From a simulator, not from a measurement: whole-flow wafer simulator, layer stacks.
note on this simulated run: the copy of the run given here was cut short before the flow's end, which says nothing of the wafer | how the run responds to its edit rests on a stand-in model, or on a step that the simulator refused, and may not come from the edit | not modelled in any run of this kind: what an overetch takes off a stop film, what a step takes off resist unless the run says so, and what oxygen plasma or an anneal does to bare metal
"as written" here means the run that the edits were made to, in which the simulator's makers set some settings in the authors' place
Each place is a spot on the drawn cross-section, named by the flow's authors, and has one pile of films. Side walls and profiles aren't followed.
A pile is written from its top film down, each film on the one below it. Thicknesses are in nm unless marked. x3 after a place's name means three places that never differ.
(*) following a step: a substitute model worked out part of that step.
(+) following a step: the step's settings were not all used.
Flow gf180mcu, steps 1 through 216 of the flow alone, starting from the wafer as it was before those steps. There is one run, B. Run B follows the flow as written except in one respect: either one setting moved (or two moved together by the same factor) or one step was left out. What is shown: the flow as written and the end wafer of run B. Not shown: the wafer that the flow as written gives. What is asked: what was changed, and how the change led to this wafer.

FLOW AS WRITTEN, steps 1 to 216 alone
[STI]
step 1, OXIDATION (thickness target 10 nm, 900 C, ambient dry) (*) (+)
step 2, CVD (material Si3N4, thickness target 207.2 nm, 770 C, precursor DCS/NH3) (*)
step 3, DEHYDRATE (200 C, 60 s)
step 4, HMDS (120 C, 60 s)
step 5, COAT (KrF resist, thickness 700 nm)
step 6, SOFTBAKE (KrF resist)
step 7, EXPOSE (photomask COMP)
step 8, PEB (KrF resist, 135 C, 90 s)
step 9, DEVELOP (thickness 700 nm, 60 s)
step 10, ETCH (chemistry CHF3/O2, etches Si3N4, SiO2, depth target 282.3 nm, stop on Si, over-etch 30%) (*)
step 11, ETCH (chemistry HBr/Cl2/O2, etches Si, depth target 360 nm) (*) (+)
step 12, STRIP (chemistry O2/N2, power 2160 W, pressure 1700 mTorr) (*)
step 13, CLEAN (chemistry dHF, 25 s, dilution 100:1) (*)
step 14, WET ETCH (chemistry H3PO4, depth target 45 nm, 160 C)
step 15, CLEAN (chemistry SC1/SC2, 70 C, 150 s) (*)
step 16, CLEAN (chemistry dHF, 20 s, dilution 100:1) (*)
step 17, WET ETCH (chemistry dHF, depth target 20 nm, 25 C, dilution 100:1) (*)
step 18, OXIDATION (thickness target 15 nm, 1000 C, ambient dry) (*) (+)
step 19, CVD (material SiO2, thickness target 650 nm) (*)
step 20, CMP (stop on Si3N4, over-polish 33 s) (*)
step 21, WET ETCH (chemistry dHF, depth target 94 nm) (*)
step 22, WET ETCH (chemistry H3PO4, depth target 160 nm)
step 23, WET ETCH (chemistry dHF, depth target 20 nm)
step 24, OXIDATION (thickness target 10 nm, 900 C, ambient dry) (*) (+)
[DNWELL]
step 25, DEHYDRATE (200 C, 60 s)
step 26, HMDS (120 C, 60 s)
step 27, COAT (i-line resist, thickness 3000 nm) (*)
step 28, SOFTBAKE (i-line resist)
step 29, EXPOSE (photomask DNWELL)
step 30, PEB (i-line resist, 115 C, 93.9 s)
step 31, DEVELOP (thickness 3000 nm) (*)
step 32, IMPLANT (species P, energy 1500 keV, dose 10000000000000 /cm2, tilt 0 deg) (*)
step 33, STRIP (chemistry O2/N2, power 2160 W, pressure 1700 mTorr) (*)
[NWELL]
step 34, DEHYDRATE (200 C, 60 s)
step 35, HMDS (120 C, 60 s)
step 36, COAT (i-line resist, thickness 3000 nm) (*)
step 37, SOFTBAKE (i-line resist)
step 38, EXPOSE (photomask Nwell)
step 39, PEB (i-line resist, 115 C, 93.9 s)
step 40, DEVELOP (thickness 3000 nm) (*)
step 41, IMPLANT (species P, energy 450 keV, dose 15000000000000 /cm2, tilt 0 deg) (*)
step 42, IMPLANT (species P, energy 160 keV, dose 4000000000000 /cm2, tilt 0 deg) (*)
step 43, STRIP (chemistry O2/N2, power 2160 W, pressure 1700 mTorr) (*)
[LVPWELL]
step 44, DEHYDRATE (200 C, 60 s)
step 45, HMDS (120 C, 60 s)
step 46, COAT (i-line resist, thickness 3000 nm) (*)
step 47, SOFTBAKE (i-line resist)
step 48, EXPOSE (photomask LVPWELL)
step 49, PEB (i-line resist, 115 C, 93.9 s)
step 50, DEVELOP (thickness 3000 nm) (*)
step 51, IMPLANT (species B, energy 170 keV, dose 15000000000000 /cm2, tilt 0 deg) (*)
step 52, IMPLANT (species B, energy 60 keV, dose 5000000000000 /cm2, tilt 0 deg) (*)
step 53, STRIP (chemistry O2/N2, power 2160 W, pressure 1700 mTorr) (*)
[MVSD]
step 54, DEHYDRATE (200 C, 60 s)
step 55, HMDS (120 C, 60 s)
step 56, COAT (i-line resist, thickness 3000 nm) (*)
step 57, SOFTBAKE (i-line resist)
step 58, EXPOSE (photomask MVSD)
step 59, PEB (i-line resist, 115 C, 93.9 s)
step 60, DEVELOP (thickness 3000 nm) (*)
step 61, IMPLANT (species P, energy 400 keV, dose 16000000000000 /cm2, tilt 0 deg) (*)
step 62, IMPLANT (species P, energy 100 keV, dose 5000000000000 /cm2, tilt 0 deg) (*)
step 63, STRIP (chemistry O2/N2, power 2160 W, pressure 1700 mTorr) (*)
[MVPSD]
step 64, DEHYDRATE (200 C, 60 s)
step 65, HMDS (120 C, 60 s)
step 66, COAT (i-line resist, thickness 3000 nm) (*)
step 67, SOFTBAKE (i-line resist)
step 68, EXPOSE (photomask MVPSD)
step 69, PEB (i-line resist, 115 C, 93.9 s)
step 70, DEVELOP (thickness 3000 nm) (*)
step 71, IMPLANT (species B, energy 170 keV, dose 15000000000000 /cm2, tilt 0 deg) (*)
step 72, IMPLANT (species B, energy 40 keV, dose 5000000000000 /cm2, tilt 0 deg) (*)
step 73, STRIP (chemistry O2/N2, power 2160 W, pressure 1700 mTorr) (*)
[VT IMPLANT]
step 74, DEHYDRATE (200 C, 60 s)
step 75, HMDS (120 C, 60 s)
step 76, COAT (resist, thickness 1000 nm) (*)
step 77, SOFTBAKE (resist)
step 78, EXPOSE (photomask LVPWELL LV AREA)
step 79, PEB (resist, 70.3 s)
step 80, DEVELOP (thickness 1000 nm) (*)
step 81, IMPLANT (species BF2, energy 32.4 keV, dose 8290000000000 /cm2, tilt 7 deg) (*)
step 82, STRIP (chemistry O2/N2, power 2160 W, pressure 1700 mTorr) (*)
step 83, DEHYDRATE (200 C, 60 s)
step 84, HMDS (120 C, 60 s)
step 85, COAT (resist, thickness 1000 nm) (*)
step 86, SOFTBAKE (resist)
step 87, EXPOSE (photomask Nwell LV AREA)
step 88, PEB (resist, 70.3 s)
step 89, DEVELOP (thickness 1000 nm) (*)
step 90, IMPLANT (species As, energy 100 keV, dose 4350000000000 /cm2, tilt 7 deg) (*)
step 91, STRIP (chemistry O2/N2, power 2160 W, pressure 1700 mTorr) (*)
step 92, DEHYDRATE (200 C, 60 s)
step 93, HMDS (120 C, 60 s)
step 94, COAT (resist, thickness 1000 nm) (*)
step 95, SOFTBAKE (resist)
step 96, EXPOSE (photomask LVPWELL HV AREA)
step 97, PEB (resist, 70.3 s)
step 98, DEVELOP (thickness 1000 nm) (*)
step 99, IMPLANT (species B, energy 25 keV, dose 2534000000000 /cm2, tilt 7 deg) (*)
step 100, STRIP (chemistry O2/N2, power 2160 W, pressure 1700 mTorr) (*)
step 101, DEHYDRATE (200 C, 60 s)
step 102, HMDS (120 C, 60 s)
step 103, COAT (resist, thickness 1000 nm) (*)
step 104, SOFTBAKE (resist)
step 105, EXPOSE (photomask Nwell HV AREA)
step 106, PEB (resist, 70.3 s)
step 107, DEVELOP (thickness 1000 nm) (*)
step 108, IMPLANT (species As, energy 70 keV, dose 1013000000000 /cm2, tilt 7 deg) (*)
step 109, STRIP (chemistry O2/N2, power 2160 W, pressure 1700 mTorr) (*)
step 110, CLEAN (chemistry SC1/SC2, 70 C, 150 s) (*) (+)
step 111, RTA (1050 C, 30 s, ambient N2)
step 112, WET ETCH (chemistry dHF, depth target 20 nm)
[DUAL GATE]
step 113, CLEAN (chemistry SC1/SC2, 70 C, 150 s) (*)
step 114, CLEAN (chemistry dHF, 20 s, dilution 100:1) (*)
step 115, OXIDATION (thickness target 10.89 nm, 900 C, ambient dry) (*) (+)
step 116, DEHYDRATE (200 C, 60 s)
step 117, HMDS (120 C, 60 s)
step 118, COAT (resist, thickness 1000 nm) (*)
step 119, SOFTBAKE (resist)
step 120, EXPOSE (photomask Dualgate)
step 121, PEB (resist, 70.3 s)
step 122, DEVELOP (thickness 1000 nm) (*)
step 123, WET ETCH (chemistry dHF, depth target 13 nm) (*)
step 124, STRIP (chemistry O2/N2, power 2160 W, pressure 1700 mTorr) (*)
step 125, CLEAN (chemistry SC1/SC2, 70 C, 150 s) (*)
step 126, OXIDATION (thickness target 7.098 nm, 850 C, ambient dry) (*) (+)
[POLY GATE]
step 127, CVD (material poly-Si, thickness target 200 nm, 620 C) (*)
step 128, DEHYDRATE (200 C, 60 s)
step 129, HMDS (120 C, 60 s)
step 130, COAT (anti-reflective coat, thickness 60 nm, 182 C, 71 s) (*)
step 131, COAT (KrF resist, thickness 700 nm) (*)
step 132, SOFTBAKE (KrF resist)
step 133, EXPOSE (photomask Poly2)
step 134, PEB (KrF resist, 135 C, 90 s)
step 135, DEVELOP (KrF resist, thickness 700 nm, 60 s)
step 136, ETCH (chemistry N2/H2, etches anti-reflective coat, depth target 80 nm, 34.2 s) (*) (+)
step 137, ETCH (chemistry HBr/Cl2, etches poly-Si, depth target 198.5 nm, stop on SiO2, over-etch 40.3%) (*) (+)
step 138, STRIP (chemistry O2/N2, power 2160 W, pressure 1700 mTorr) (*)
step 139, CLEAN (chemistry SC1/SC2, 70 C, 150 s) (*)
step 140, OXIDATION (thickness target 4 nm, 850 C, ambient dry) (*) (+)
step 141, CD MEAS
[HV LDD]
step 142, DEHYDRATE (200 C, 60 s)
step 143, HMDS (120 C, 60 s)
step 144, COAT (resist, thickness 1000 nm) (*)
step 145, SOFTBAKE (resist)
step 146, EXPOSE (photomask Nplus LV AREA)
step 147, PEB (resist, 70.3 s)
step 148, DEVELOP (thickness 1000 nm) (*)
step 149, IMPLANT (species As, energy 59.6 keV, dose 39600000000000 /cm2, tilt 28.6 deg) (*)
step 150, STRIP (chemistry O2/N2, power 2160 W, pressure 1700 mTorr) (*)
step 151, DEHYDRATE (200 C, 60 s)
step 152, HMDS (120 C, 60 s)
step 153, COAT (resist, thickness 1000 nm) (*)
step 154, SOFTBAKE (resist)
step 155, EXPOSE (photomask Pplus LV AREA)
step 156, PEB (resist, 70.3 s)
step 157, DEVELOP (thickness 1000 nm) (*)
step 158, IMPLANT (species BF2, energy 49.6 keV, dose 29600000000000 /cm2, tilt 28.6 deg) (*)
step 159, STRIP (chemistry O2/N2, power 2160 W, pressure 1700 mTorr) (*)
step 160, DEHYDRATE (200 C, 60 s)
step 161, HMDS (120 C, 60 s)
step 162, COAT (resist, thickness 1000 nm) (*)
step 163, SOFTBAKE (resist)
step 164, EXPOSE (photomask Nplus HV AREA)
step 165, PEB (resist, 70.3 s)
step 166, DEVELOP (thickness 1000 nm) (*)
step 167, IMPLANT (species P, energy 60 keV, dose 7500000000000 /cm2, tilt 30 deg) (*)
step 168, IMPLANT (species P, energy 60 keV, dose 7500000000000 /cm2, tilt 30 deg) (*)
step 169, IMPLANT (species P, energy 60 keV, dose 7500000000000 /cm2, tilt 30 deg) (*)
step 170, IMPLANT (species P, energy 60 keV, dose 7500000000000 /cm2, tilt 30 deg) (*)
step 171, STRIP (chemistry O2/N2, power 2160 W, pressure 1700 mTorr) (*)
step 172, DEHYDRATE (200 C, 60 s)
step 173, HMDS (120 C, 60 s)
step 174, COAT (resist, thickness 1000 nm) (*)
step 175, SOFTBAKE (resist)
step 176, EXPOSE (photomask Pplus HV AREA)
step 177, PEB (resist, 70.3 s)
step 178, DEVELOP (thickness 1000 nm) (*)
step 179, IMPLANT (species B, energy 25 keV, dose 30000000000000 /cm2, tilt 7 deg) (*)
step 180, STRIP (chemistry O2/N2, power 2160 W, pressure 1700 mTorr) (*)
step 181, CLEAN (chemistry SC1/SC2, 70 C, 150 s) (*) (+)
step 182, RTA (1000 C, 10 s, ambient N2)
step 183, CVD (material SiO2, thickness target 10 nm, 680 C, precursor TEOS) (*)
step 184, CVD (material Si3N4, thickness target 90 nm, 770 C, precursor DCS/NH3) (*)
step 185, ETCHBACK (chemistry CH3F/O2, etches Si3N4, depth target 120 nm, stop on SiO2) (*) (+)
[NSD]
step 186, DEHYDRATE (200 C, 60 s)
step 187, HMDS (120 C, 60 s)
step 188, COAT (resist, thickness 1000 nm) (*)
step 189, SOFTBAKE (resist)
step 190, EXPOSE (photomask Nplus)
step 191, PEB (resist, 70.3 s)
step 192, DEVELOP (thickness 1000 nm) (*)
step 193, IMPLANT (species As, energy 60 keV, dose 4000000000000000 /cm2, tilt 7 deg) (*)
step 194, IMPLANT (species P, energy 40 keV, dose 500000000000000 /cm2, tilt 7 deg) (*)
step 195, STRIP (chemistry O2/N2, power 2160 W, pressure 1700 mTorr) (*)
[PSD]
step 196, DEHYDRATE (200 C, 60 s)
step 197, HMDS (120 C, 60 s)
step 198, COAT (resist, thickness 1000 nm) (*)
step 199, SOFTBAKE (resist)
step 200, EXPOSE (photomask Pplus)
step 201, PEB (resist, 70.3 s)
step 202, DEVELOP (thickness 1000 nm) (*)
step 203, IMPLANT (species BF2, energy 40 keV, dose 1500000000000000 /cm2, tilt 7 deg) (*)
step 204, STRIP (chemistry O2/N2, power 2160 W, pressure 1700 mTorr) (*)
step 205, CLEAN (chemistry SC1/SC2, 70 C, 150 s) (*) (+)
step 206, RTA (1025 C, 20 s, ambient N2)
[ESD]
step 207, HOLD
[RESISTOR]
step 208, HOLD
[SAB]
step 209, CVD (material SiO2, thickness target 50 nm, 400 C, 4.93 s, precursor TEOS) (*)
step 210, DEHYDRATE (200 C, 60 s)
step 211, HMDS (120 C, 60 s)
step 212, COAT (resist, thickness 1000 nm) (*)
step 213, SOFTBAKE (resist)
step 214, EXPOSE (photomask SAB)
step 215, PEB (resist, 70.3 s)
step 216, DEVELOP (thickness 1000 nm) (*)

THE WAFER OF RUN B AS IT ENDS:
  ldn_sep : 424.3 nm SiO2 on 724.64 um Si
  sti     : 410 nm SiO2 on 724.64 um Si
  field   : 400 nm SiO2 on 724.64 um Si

Cause: step 23, WET ETCH: depth target 30.5 nm was run, though the flow has depth target 20 nm.

Step by step, how the change led to this:
  step 23, WET ETCH (chemistry dHF, depth target 20 nm)
      field, field_sub, sti and 25 more: SiO2 loses 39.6 (in the flow as written it would be: SiO2 loses 26)
      m1, mim, ld_drift_n and 6 more: SiO2 loses 39.7 (in the flow as written it would be: SiO2 loses 26)
  step 28, SOFTBAKE (i-line resist)
      nw_enc_fld: i-line resist gains 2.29 (in the flow as written it would be: i-line resist loses 1.36)
      field: i-line resist gains 1.47 (in the flow as written it would be: i-line resist gains 2.45)
      (also at 43 further places)
  step 37, SOFTBAKE (i-line resist)
      nw_enc_fld: i-line resist gains 2.29 (in the flow as written it would be: i-line resist loses 1.36)
      field: i-line resist gains 1.47 (in the flow as written it would be: i-line resist gains 2.45)
      (also at 43 further places)
  step 47, SOFTBAKE (i-line resist)
      nw_enc_fld: i-line resist gains 2.29 (in the flow as written it would be: i-line resist loses 1.36)
      field: i-line resist gains 1.47 (in the flow as written it would be: i-line resist gains 2.45)
      (also at 43 further places)
  step 57, SOFTBAKE (i-line resist)
      nw_enc_fld: i-line resist gains 2.29 (in the flow as written it would be: i-line resist loses 1.36)
      field: i-line resist gains 1.47 (in the flow as written it would be: i-line resist gains 2.45)
      (also at 43 further places)
  step 67, SOFTBAKE (i-line resist)
      nw_enc_fld: i-line resist gains 2.29 (in the flow as written it would be: i-line resist loses 1.36)
      field: i-line resist gains 1.47 (in the flow as written it would be: i-line resist gains 2.45)
      (also at 43 further places)
  step 77, SOFTBAKE (resist)
      field_sub__w2: resist loses 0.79 (in the flow as written it would be: resist loses 1.34)
      gate_p_hv: resist gains 1.05 (in the flow as written it would be: resist gains 1.75)
      (also at 3 further places)
  step 86, SOFTBAKE (resist)
      field_sub__w2: resist loses 0.79 (in the flow as written it would be: resist loses 1.34)
      gate_p_hv: resist gains 1.05 (in the flow as written it would be: resist gains 1.75)
      (also at 3 further places)
  step 95, SOFTBAKE (resist)
      field_sub__w2: resist loses 0.79 (in the flow as written it would be: resist loses 1.34)
      gate_p_hv: resist gains 1.05 (in the flow as written it would be: resist gains 1.75)
      (also at 3 further places)
  step 104, SOFTBAKE (resist)
      field_sub__w2: resist loses 0.79 (in the flow as written it would be: resist loses 1.34)
      gate_p_hv: resist gains 1.05 (in the flow as written it would be: resist gains 1.75)
      (also at 3 further places)
  step 119, SOFTBAKE (resist)
      contact: nothing (in the flow as written it would be: resist loses 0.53)
      gate_hv5: nothing (in the flow as written it would be: resist gains 0.61)
      (also at 5 further places)
  step 130, COAT (anti-reflective coat, thickness 60 nm, 182 C, 71 s) (*)
      p_well, spacer, sd_n: anti-reflective coat gains 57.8 (new film) (in the flow as written it would be: anti-reflective coat gains 70.9 (new film))
      ldn_ch, ldp_ch: anti-reflective coat gains 62.1 (new film) (in the flow as written it would be: anti-reflective coat gains 66.7 (new film))
      (also at 73 further places)
  step 136, ETCH (chemistry N2/H2, etches anti-reflective coat, depth target 80 nm, 34.2 s) (*) (+)
      p_well, spacer, sd_n: anti-reflective coat loses 57.8 (all of it), poly-Si loses 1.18 (in the flow as written it would be: anti-reflective coat loses 70.9 (all of it), poly-Si loses 0.85)
      ldn_dft, ldp_dft: anti-reflective coat loses 56 (all of it), poly-Si loses 1.23 (in the flow as written it would be: anti-reflective coat loses 48.7 (all of it), poly-Si loses 1.42)
      (also at 50 further places)
  step 138, STRIP (chemistry O2/N2, power 2160 W, pressure 1700 mTorr) (*)
      gate: chemical SiO2 gains 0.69 (new film), KrF resist loses 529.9 (all of it), anti-reflective coat loses 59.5 (all of it), poly-Si loses 0.3 (in the flow as written it would be: chemical SiO2 gains 0.68 (new film), KrF resist loses 531.7 (all of it), anti-reflective coat loses 65.5 (all of it), poly-Si loses 0.3)
      gate_hv: chemical SiO2 gains 0.69 (new film), KrF resist loses 524.9 (all of it), anti-reflective coat loses 59 (all of it), poly-Si loses 0.3 (in the flow as written it would be: chemical SiO2 gains 0.68 (new film), KrF resist loses 528.4 (all of it), anti-reflective coat loses 61 (all of it), poly-Si loses 0.3)
      (also at 21 further places)
  step 144, COAT (resist, thickness 1000 nm) (*)
      field__w6: resist gains 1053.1 (new film) (in the flow as written it would be: resist gains 1022.5 (new film))
  step 145, SOFTBAKE (resist)
      field: resist gains 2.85 (in the flow as written it would be: resist loses 0.3)
      nw_enc_fld_lv__w3: resist loses 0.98 (in the flow as written it would be: resist gains 2.63)
      (also at 8 further places)
  ... another 16 steps ...
  step 213, SOFTBAKE (resist)
      nw_enc_fld_lv__w3: resist loses 2.02 (in the flow as written it would be: resist gains 1.83)
      iso_ptap_sub: nothing (in the flow as written it would be: resist gains 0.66)
      (also at 11 further places)
